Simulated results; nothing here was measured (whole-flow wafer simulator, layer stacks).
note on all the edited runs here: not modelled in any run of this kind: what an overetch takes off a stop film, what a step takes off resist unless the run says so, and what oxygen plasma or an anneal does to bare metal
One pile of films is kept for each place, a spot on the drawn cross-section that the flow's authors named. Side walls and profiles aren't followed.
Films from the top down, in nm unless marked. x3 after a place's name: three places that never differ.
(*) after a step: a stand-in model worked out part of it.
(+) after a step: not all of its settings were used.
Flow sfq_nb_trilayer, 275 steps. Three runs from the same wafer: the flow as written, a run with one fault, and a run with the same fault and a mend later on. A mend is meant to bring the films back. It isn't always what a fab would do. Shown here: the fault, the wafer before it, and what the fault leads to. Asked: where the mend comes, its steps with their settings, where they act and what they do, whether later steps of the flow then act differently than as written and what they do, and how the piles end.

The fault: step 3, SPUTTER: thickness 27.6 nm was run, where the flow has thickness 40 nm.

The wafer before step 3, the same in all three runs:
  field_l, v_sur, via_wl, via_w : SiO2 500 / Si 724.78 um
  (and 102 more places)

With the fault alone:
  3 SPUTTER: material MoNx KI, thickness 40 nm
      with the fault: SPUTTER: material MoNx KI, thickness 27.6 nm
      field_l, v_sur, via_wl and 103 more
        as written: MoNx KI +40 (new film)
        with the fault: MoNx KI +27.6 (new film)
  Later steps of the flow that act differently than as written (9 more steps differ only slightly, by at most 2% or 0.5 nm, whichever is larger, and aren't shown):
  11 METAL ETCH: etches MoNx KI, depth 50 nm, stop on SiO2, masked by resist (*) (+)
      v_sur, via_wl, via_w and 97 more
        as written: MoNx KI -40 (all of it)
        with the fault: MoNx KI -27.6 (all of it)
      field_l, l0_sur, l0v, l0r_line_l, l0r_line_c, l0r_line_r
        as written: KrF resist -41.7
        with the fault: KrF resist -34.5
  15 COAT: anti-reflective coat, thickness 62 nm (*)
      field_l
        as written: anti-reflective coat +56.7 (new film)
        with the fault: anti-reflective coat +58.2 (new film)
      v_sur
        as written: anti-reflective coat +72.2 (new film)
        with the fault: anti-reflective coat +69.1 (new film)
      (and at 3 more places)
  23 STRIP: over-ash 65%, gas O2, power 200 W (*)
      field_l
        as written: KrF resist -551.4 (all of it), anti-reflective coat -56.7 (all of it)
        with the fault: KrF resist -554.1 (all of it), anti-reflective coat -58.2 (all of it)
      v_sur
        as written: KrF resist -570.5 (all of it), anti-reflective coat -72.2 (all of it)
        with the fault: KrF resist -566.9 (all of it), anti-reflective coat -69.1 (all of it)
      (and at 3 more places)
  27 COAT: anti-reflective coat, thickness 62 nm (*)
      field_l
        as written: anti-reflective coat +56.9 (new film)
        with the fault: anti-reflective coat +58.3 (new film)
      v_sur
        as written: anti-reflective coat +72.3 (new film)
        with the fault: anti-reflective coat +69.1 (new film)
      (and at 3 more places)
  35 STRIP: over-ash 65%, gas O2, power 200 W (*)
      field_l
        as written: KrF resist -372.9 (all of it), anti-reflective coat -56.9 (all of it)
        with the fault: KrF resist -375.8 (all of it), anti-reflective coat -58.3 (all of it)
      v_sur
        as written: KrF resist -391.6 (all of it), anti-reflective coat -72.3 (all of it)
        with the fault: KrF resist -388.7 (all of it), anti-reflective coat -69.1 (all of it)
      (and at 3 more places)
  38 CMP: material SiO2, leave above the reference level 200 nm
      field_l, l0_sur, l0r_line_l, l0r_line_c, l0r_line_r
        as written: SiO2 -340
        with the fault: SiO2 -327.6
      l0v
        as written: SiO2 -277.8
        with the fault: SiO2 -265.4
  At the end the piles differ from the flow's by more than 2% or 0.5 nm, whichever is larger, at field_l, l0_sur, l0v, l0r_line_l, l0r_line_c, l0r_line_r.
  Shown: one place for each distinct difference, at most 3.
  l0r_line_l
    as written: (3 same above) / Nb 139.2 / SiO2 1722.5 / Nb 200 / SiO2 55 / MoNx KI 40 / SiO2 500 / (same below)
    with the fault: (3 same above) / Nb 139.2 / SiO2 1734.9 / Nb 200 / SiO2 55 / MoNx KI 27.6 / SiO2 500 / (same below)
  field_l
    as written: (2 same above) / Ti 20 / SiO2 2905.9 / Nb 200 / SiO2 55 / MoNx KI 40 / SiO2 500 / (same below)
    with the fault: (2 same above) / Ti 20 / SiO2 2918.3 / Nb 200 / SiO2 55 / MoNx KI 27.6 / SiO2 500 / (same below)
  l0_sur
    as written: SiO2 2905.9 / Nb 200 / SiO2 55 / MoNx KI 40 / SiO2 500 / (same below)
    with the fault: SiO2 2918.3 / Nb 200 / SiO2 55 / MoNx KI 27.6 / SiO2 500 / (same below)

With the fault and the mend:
  The mend comes after step 3.
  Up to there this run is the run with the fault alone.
  3a SPUTTER: material MoNx KI, thickness 12.4 nm (the flow's step 3 once more, with other settings)
      field_l, v_sur, via_wl and 103 more
        MoNx KI +12.4
  No later step of the flow acts differently than as written at any place that is followed.
  At the end the piles are the same as the flow's at every place that both follow.
